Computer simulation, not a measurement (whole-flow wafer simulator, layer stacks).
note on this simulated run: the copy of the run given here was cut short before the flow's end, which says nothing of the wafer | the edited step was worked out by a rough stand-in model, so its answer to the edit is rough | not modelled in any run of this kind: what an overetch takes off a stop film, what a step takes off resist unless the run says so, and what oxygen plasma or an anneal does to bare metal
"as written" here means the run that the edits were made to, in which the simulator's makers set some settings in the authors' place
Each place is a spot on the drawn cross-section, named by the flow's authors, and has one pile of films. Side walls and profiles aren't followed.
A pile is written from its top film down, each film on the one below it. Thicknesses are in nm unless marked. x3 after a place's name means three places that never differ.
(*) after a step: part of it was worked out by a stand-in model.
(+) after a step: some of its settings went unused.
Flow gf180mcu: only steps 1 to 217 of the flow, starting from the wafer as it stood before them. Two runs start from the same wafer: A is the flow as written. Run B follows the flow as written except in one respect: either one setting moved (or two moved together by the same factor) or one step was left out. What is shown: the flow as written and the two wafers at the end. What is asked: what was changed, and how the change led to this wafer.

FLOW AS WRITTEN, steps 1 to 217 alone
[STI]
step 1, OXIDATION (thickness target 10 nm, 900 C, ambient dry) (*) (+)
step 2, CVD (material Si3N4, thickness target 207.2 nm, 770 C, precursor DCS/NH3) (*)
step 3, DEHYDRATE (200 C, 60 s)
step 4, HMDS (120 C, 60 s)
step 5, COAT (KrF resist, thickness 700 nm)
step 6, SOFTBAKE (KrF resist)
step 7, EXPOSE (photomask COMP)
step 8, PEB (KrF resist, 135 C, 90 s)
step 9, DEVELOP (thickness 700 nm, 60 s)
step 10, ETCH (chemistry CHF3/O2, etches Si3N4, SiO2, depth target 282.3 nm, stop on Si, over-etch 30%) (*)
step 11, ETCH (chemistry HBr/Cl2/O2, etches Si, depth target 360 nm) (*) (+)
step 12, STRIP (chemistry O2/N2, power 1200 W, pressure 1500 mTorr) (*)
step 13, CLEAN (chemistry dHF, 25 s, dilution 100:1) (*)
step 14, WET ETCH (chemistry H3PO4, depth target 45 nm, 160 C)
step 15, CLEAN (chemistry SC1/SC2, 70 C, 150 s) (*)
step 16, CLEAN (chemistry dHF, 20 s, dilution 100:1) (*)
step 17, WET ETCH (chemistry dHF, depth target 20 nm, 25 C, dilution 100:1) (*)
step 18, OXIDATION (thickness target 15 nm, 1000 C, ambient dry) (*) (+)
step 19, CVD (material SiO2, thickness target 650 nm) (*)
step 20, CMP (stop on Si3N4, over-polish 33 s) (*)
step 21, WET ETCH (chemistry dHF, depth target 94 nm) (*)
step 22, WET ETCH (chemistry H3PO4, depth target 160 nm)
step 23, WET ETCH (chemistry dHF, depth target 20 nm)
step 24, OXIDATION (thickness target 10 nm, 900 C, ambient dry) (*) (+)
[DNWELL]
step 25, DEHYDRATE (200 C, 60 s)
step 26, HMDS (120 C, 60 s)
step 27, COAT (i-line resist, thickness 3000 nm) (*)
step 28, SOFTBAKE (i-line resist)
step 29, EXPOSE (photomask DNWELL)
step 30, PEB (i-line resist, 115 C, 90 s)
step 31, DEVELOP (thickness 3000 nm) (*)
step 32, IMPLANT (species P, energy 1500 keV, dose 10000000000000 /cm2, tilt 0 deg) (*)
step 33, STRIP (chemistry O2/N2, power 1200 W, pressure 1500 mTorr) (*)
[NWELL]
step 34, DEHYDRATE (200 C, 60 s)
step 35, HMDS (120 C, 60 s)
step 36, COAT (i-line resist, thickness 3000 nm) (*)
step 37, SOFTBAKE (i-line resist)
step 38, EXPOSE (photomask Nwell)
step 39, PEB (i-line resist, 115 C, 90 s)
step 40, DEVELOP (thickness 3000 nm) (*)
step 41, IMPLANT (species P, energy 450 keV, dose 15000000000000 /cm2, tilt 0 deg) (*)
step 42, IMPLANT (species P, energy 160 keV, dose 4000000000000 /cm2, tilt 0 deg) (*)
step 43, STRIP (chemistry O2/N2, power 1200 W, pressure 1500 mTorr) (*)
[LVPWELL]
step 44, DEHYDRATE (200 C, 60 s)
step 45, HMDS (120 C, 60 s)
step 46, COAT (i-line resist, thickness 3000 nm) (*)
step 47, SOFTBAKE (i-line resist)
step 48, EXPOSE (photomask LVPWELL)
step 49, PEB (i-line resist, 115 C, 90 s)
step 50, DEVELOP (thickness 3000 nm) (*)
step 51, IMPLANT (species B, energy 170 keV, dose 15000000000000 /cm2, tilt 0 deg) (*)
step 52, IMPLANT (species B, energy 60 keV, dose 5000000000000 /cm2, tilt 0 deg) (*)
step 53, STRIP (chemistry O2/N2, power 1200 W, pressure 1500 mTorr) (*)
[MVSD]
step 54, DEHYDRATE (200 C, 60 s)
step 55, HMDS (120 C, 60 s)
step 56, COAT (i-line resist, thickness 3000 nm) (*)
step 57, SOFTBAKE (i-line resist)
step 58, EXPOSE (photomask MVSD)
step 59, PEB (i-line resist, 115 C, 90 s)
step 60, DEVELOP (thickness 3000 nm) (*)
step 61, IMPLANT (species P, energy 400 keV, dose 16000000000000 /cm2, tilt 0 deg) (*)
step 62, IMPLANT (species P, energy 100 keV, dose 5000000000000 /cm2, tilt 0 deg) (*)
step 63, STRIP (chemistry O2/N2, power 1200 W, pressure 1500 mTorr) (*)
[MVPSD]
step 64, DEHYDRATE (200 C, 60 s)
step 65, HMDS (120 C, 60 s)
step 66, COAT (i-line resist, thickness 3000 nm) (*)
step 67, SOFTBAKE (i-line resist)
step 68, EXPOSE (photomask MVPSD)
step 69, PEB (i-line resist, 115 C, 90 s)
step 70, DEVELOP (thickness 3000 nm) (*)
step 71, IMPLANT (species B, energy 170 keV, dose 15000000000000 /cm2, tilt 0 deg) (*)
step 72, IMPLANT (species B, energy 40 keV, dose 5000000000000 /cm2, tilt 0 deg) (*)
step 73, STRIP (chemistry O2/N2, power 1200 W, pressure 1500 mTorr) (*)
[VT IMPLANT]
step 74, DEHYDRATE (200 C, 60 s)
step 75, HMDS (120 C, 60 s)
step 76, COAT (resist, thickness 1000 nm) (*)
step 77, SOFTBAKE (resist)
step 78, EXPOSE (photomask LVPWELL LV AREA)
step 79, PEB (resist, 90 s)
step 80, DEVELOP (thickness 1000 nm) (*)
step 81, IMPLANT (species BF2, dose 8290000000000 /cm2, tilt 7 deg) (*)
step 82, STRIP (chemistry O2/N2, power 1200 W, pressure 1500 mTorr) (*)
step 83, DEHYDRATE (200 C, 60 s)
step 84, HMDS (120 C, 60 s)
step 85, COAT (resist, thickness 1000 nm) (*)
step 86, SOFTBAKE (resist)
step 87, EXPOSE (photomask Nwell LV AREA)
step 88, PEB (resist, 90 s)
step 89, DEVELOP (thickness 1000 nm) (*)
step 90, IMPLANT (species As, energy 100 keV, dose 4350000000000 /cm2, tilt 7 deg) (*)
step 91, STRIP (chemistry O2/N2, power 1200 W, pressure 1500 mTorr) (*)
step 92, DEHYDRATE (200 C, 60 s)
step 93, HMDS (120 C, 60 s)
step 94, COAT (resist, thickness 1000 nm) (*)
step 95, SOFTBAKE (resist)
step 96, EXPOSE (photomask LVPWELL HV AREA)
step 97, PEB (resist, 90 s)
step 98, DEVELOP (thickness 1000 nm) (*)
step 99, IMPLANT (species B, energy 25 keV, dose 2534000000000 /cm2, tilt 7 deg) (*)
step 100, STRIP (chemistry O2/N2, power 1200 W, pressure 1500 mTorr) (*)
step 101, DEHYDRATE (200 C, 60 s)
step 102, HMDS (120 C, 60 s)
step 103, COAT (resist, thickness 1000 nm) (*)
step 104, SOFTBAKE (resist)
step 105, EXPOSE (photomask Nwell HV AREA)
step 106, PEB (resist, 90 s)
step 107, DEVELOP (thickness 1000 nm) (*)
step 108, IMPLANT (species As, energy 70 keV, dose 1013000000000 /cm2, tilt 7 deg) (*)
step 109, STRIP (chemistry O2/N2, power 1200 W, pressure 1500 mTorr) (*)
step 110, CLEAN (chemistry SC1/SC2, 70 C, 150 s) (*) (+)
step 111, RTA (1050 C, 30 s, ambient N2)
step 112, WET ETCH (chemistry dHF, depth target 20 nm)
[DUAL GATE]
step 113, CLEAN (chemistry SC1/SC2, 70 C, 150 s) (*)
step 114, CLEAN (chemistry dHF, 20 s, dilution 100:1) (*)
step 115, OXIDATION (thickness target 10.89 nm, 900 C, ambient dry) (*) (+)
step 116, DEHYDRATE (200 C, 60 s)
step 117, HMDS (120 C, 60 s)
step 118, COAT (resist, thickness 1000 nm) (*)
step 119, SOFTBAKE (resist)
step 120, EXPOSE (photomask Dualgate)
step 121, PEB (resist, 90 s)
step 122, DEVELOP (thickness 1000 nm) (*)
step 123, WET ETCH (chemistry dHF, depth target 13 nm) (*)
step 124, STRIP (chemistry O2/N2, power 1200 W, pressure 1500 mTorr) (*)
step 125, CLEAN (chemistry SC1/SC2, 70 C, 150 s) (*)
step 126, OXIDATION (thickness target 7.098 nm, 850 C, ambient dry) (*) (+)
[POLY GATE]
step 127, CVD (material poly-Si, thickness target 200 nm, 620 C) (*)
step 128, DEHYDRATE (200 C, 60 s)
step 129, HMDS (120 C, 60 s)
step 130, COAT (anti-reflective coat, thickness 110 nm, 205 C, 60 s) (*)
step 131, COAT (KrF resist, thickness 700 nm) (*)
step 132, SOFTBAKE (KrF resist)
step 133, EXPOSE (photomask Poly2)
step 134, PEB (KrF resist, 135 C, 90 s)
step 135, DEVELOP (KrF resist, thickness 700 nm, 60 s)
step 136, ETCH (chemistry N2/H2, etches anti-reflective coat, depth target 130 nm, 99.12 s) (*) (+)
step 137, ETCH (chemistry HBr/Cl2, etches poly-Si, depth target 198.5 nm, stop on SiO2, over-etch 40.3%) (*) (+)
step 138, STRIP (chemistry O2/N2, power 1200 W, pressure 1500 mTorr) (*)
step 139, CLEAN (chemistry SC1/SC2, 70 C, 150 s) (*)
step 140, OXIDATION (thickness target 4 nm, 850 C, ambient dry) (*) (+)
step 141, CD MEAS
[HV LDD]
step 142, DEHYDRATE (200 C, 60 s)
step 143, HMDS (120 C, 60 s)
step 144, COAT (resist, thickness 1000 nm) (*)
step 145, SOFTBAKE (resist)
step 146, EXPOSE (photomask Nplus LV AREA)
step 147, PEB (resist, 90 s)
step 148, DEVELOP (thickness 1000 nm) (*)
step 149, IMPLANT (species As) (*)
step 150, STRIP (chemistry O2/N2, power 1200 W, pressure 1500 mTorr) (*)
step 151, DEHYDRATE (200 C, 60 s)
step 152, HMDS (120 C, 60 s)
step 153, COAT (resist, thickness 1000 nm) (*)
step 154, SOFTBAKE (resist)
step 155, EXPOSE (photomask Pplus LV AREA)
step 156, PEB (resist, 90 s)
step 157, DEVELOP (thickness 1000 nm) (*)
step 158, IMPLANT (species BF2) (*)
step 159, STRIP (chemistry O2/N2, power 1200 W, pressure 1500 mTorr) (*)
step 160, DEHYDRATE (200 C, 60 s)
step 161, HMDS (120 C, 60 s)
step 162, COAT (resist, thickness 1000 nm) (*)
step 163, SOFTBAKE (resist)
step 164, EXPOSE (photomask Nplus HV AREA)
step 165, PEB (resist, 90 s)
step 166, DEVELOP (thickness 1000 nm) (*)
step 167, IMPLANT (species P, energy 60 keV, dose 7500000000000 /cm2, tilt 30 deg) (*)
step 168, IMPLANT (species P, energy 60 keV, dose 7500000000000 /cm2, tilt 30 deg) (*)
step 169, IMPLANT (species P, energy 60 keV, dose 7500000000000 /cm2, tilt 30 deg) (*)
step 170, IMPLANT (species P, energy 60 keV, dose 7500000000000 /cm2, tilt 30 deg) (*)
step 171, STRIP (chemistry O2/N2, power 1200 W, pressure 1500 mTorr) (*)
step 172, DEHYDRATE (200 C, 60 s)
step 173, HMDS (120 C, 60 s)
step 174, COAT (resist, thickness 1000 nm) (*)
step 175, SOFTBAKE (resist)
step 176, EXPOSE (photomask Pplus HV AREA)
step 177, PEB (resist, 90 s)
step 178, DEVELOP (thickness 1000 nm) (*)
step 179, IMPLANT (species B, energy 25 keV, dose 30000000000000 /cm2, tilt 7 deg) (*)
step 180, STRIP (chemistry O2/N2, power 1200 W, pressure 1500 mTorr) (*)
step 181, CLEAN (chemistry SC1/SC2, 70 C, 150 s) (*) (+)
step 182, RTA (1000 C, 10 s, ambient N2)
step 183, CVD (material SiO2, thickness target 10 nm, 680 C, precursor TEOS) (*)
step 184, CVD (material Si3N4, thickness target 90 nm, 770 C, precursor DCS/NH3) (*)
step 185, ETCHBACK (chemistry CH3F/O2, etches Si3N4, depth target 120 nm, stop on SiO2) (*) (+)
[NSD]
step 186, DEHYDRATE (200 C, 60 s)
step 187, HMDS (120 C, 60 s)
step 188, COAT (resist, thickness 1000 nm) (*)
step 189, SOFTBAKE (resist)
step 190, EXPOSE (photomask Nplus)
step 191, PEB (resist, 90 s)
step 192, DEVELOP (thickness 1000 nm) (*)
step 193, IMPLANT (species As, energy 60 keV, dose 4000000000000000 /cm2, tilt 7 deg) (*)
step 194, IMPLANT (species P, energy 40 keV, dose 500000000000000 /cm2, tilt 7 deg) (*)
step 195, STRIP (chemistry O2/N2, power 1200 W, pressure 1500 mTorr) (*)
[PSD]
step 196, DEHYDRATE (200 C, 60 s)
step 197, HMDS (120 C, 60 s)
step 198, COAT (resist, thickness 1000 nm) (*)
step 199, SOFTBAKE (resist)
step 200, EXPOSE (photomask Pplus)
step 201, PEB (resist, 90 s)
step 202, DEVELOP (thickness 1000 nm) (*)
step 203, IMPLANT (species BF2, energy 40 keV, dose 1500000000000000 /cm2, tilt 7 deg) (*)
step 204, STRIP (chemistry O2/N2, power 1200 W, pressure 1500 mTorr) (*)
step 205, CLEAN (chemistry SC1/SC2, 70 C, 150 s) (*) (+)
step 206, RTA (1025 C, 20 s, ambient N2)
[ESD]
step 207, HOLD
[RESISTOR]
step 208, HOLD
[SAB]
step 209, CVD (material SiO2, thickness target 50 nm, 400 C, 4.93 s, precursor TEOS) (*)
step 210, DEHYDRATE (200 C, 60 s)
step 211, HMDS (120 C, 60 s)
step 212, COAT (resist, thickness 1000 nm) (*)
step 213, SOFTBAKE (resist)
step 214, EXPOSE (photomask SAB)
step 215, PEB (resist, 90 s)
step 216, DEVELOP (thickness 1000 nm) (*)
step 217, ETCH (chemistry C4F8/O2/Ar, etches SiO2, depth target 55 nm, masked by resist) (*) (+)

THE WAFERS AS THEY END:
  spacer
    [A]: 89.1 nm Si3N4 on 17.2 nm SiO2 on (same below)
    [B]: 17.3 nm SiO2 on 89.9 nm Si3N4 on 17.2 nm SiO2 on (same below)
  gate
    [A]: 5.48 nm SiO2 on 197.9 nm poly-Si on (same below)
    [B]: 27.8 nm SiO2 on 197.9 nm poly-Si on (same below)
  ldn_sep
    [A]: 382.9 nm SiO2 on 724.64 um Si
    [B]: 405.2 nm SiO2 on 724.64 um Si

Cause: step 209, CVD: 7.21 s was run, though the flow has 4.93 s.

The path from the change to this, step by step:
  step 209, CVD (material SiO2, thickness target 50 nm, 400 C, 4.93 s, precursor TEOS) (*)
      field, field__w7, field__w8 and 73 more: A SiO2 gains 50 | B SiO2 gains 72.3
      field_sub, field_sub__w2, ld_drn_n, ld_sd_p: A SiO2 gains 48.8 | B SiO2 gains 70.6
      (and at 29 other places as well)
  step 217, ETCH (chemistry C4F8/O2/Ar, etches SiO2, depth target 55 nm, masked by resist) (*) (+)
      spacer: A SiO2 loses 50 (all of it), Si3N4 loses 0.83 | B SiO2 loses 55
